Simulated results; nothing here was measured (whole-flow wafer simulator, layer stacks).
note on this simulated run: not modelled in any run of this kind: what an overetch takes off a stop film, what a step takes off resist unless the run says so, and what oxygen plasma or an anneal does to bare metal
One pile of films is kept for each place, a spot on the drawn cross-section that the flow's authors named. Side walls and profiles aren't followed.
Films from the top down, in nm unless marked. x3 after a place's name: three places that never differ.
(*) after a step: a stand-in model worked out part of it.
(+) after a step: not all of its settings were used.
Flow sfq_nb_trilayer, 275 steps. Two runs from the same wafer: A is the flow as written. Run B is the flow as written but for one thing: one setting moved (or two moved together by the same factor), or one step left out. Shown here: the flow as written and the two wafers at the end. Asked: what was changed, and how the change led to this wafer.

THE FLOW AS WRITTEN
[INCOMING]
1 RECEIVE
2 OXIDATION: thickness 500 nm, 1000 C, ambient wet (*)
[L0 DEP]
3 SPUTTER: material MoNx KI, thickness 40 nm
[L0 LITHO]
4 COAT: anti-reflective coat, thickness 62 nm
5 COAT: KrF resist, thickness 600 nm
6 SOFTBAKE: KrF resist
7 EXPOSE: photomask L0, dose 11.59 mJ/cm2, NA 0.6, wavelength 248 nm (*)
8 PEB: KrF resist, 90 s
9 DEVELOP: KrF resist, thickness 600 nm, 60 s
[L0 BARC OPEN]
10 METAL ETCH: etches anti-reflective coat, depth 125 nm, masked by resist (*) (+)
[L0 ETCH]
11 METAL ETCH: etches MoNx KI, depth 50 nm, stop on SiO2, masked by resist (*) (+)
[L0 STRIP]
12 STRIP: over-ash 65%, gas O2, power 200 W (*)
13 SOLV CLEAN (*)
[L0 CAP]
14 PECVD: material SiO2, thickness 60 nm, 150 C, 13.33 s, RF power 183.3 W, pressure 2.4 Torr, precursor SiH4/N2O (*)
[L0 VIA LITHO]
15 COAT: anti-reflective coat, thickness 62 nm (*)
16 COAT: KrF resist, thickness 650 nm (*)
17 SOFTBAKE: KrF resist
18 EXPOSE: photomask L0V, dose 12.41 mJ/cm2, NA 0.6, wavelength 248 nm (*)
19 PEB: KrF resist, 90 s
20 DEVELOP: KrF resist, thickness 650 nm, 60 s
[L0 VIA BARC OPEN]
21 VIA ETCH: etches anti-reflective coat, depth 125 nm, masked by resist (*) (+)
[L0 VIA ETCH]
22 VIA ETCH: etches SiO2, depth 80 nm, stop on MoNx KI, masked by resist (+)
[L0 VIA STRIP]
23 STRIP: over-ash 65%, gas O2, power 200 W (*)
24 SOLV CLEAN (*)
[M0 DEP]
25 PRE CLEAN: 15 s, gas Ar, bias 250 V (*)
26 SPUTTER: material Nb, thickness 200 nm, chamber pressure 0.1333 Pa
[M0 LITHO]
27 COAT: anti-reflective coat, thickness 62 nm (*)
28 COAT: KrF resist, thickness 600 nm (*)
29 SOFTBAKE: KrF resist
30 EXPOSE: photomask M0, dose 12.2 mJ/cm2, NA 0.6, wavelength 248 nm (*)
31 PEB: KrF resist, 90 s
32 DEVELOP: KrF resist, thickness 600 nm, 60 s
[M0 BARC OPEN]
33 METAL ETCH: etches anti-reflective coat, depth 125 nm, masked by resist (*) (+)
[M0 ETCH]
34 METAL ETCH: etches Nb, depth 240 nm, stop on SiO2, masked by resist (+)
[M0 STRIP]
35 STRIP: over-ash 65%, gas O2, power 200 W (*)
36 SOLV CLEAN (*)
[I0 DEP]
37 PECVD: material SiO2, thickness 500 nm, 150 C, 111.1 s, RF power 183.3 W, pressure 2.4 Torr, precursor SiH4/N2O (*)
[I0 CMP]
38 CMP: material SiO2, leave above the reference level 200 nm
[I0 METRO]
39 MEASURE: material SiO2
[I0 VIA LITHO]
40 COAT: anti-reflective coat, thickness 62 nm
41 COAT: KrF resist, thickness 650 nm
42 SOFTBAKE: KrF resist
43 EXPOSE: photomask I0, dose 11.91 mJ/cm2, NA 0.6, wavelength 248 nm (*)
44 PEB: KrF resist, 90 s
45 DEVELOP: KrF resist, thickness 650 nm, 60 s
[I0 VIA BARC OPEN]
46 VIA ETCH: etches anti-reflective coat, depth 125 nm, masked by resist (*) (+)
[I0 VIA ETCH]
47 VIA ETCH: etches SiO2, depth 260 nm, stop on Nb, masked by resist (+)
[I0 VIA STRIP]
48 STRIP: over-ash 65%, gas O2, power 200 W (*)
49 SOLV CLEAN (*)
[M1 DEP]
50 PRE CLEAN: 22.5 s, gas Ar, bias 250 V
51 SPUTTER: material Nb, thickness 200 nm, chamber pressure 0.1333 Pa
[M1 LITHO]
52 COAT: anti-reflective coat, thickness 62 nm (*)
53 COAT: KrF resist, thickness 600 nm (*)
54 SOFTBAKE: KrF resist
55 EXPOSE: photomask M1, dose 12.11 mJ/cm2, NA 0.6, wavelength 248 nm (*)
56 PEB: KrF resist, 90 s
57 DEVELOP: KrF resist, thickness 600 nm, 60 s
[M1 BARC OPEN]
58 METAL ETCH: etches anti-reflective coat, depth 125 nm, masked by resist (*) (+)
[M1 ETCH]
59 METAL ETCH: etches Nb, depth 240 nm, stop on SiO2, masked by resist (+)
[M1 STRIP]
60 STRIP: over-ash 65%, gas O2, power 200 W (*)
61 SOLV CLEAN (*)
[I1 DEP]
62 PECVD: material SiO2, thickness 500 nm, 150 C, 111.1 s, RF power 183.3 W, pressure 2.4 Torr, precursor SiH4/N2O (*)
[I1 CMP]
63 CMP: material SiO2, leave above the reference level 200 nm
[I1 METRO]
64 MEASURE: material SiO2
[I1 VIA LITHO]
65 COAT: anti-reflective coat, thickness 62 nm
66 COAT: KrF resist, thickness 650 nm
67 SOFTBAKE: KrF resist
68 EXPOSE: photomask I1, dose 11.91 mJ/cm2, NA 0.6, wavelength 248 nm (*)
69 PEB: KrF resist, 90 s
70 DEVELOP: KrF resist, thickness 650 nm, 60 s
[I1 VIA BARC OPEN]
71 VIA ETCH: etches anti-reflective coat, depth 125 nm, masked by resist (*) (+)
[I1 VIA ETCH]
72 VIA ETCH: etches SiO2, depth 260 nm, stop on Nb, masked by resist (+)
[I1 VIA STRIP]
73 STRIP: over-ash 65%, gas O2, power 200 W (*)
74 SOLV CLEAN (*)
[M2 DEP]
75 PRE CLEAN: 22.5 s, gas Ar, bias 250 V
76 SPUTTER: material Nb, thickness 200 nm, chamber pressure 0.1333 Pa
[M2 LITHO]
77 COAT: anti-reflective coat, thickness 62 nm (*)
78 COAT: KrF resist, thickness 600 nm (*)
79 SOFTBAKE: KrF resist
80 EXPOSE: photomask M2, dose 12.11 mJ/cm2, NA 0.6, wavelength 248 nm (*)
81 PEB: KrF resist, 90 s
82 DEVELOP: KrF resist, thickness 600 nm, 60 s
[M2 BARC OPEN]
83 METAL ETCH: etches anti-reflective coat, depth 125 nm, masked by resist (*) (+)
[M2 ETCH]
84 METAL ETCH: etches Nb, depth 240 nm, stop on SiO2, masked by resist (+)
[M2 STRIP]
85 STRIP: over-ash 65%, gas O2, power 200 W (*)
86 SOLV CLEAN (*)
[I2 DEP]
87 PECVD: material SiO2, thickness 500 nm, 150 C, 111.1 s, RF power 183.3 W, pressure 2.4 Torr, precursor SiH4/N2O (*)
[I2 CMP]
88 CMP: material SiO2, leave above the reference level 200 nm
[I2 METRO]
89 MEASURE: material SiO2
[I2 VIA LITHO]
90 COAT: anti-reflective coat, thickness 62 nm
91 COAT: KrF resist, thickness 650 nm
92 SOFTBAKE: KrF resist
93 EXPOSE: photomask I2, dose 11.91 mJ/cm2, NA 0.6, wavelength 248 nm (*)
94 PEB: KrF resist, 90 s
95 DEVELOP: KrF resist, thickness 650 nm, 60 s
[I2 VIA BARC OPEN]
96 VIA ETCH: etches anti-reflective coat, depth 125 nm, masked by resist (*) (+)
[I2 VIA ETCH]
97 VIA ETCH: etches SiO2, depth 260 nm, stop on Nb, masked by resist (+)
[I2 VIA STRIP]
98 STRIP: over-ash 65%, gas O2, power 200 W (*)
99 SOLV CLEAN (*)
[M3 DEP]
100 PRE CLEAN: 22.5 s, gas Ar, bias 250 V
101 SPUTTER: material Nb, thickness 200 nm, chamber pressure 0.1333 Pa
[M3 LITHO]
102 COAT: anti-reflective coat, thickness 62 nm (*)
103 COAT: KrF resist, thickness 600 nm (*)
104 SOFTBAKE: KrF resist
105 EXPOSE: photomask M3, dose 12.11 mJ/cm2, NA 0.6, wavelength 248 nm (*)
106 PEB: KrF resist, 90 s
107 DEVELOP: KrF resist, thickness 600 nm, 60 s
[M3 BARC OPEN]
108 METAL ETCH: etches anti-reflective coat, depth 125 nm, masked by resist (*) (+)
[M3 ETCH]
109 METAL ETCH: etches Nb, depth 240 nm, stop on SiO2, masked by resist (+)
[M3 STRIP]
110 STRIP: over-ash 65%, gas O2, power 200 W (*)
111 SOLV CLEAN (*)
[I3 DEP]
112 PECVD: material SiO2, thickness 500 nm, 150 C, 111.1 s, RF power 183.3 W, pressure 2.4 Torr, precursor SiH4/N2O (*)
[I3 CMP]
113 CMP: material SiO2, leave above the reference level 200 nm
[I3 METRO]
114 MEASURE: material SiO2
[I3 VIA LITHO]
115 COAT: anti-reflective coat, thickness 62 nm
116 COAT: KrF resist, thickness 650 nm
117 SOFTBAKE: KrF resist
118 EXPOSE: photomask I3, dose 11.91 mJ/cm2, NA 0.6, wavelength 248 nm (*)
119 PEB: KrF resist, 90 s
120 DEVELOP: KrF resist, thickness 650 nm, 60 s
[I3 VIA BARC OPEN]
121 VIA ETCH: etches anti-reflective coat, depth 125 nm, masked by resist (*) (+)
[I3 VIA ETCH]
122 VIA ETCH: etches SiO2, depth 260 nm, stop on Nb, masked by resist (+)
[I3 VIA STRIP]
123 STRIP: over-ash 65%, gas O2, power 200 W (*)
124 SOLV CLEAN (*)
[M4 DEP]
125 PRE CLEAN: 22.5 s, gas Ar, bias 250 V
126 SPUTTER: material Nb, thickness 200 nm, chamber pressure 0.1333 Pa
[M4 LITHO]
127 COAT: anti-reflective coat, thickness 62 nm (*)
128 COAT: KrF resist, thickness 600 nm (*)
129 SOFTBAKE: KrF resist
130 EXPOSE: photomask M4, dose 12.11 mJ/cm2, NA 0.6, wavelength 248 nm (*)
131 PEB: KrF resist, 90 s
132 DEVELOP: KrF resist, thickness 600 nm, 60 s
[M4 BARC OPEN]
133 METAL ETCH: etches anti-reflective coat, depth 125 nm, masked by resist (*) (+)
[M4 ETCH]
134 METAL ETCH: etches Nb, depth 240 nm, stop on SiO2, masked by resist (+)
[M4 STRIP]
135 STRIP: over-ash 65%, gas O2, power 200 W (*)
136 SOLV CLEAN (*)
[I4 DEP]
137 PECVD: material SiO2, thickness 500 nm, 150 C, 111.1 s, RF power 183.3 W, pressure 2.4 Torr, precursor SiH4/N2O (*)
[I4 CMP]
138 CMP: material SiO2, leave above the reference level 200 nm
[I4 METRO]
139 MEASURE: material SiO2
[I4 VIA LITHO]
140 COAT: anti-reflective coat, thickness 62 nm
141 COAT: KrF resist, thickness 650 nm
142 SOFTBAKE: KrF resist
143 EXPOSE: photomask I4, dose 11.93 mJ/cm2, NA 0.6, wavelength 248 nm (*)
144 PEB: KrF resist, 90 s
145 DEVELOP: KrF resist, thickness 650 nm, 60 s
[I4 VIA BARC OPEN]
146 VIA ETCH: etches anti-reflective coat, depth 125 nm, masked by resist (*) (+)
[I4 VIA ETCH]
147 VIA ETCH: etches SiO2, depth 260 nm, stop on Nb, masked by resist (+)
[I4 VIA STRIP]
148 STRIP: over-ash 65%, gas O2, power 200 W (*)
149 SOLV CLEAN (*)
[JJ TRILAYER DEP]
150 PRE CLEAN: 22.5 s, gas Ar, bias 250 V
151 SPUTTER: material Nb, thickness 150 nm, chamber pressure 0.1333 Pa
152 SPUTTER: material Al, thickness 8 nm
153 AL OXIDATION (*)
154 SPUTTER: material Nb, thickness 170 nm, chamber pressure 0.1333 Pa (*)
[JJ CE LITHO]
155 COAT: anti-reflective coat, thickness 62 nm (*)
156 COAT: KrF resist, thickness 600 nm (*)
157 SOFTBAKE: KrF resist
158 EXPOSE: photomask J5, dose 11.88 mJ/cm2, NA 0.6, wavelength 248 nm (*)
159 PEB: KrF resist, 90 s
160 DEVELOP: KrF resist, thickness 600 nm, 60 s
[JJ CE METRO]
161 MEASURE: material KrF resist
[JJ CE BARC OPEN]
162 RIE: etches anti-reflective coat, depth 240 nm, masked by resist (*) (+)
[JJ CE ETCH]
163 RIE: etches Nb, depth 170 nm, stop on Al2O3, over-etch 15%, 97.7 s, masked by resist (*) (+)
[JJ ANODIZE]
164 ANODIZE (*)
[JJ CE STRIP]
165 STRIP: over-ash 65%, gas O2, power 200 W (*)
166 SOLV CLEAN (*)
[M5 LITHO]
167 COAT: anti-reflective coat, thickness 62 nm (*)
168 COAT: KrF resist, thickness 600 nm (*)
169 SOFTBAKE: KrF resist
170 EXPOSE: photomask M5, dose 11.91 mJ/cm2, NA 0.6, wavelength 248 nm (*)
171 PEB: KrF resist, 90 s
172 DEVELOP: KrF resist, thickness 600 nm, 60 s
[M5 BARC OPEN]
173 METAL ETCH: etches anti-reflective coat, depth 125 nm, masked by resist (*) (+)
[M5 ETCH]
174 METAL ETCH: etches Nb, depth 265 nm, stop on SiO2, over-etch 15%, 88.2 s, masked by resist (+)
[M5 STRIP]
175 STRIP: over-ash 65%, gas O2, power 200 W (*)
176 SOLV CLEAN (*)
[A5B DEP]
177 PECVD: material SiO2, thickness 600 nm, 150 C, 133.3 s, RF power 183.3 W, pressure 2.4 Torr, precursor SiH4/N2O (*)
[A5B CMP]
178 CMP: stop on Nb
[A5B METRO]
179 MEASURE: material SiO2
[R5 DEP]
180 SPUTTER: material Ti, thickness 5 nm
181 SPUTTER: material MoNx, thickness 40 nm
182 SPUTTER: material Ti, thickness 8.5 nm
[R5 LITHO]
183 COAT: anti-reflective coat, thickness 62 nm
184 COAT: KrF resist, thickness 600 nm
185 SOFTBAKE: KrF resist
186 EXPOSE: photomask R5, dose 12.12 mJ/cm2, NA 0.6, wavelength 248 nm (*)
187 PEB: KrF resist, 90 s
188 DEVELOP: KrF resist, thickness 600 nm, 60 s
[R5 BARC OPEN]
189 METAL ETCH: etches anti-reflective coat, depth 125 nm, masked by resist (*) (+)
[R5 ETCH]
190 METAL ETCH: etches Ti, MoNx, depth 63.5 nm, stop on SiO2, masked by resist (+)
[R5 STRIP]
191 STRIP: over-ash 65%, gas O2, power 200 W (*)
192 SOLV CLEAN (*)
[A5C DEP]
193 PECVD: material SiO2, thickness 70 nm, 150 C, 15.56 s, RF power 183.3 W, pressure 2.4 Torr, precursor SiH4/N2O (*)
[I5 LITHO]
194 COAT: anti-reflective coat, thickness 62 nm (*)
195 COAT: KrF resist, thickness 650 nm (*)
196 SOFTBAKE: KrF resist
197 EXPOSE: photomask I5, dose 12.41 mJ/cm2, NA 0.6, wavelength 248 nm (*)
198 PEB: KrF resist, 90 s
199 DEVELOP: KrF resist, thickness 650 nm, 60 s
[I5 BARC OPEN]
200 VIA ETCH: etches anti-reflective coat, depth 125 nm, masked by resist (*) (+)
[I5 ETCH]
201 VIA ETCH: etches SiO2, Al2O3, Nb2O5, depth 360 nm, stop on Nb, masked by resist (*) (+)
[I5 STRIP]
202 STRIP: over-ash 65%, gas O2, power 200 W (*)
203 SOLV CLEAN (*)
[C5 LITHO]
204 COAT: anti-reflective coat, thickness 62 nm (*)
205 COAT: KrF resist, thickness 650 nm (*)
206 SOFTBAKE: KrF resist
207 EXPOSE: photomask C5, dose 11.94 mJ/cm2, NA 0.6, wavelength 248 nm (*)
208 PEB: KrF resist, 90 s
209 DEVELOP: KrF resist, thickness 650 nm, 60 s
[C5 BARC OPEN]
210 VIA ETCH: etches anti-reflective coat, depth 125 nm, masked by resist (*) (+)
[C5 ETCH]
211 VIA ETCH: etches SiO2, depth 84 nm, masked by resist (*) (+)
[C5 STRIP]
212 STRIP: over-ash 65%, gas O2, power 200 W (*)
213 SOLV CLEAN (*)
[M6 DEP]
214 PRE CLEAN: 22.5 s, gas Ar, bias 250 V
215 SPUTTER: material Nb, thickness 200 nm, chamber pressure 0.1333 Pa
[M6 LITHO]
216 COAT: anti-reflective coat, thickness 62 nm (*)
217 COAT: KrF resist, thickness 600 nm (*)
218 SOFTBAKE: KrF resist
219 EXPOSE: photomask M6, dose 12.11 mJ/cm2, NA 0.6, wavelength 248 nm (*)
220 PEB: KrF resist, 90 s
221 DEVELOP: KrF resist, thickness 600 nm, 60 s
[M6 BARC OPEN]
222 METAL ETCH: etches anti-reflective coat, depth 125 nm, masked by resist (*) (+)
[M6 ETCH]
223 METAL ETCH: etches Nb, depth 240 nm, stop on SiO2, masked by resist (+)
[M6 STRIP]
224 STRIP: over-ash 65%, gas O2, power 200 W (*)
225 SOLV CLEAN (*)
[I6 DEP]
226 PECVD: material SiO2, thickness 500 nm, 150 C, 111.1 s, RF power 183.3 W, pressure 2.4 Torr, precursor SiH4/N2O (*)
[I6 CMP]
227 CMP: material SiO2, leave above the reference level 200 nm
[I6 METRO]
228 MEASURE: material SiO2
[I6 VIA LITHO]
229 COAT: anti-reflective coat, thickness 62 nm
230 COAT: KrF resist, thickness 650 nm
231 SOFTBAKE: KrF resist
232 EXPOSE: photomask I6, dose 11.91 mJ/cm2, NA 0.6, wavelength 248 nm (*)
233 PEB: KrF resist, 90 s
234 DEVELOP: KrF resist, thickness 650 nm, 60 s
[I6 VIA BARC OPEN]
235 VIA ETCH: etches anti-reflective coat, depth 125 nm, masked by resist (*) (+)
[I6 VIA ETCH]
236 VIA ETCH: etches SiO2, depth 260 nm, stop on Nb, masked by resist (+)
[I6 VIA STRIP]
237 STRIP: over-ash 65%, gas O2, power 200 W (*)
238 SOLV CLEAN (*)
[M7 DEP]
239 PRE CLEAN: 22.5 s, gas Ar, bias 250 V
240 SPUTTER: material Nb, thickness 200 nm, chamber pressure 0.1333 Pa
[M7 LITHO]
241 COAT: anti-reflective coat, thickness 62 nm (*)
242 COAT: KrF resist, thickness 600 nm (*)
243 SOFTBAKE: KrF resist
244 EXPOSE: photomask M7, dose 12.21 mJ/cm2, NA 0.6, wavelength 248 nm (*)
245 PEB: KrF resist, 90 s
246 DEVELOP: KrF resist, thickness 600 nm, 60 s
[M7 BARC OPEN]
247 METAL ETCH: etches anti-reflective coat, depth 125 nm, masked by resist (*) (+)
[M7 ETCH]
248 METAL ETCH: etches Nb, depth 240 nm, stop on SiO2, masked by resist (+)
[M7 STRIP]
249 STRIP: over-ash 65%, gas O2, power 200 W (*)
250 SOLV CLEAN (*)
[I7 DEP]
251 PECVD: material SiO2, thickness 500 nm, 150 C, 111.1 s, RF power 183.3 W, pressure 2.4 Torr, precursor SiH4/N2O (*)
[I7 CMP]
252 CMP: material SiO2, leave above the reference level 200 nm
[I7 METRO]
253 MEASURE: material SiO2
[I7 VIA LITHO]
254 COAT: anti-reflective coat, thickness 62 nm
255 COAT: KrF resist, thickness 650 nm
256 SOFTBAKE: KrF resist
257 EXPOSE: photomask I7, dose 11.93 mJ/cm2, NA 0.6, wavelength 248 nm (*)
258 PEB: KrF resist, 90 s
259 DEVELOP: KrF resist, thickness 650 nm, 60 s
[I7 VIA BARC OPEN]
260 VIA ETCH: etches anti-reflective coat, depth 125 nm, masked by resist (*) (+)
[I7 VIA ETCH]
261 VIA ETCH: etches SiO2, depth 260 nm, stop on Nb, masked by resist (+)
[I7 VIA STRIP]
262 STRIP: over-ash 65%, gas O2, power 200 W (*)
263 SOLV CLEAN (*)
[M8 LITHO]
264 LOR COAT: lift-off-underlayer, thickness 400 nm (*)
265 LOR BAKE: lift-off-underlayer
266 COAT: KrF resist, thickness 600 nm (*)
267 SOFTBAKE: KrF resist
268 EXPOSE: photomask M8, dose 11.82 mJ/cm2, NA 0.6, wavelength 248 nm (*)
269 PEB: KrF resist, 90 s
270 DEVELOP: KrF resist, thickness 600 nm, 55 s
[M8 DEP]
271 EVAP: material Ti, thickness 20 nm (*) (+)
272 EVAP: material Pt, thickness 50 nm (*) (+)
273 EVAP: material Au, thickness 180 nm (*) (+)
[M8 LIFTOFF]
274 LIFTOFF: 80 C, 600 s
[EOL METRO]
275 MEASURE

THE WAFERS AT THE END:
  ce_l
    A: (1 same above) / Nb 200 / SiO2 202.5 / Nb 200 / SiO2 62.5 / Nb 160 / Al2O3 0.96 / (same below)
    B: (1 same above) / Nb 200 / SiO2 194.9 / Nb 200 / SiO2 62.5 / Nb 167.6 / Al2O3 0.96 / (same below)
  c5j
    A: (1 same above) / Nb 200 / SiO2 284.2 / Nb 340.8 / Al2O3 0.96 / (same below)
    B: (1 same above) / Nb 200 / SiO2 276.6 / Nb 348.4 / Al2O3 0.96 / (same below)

The cause: step 190, METAL ETCH: depth 55.88 nm was run, where the flow has depth 63.5 nm.

How the change led to this, step by step:
  190 METAL ETCH: etches Ti, MoNx, depth 63.5 nm, stop on SiO2, masked by resist (+)
      be_r, r_sur, res, r_end, r5r_line_l, r5r_line_c, r5r_line_r: A KrF resist -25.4 | B KrF resist -22.4
      ce_l, c5j, ce_r, wl_jj: A Ti -8.5 (all of it), MoNx -40 (all of it), Ti -5 (all of it), Nb -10 | B Ti -8.5 (all of it), MoNx -40 (all of it), Ti -5 (all of it), Nb -2.38
  194 COAT: anti-reflective coat, thickness 62 nm (*)
      wl_j_sl, wl_j_sr: A anti-reflective coat +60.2 (new film) | B anti-reflective coat +61.5 (new film)
      jj_sur: A anti-reflective coat +60.8 (new film) | B anti-reflective coat +62.2 (new film)
      (and at 5 more places)
  202 STRIP: over-ash 65%, gas O2, power 200 W (*)
      wl_j_sl, wl_j_sr: A KrF resist -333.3 (all of it), anti-reflective coat -60.2 (all of it) | B KrF resist -333.2 (all of it), anti-reflective coat -61.5 (all of it)
      jj_sur: A KrF resist -337.2 (all of it), anti-reflective coat -60.8 (all of it) | B KrF resist -337 (all of it), anti-reflective coat -62.2 (all of it)
      (and at 5 more places)
  204 COAT: anti-reflective coat, thickness 62 nm (*)
      wl_j_sl, wl_j_sr: A anti-reflective coat +60.2 (new film) | B anti-reflective coat +61.5 (new film)
      jj_sur: A anti-reflective coat +59.5 (new film) | B anti-reflective coat +60.8 (new film)
      (and at 5 more places)
  210 VIA ETCH: etches anti-reflective coat, depth 125 nm, masked by resist (*) (+)
      c5j: A anti-reflective coat -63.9 (all of it), SiO2 -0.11 | B anti-reflective coat -62 (all of it), SiO2 -0.12
  212 STRIP: over-ash 65%, gas O2, power 200 W (*)
      wl_j_sl, wl_j_sr: A KrF resist -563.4 (all of it), anti-reflective coat -60.2 (all of it) | B KrF resist -563.3 (all of it), anti-reflective coat -61.5 (all of it)
      jj_sur: A KrF resist -562 (all of it), anti-reflective coat -59.5 (all of it) | B KrF resist -561.8 (all of it), anti-reflective coat -60.8 (all of it)
      (and at 4 more places)
  216 COAT: anti-reflective coat, thickness 62 nm (*)
      wl_j_sl, wl_j_sr: A anti-reflective coat +60.2 (new film) | B anti-reflective coat +61.5 (new film)
      jj_sur: A anti-reflective coat +56.1 (new film) | B anti-reflective coat +58 (new film)
      (and at 4 more places)
  224 STRIP: over-ash 65%, gas O2, power 200 W (*)
      wl_j_sl, wl_j_sr: A KrF resist -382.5 (all of it), anti-reflective coat -60.2 (all of it) | B KrF resist -382.4 (all of it), anti-reflective coat -61.5 (all of it)
      jj_sur: A KrF resist -378.5 (all of it), anti-reflective coat -56.1 (all of it) | B KrF resist -378 (all of it), anti-reflective coat -58 (all of it)
      (and at 4 more places)
  227 CMP: material SiO2, leave above the reference level 200 nm
      ce_l, ce_r, wl_jj: A SiO2 -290 | B SiO2 -297.6
      c5j: A SiO2 -223 | B SiO2 -230.6
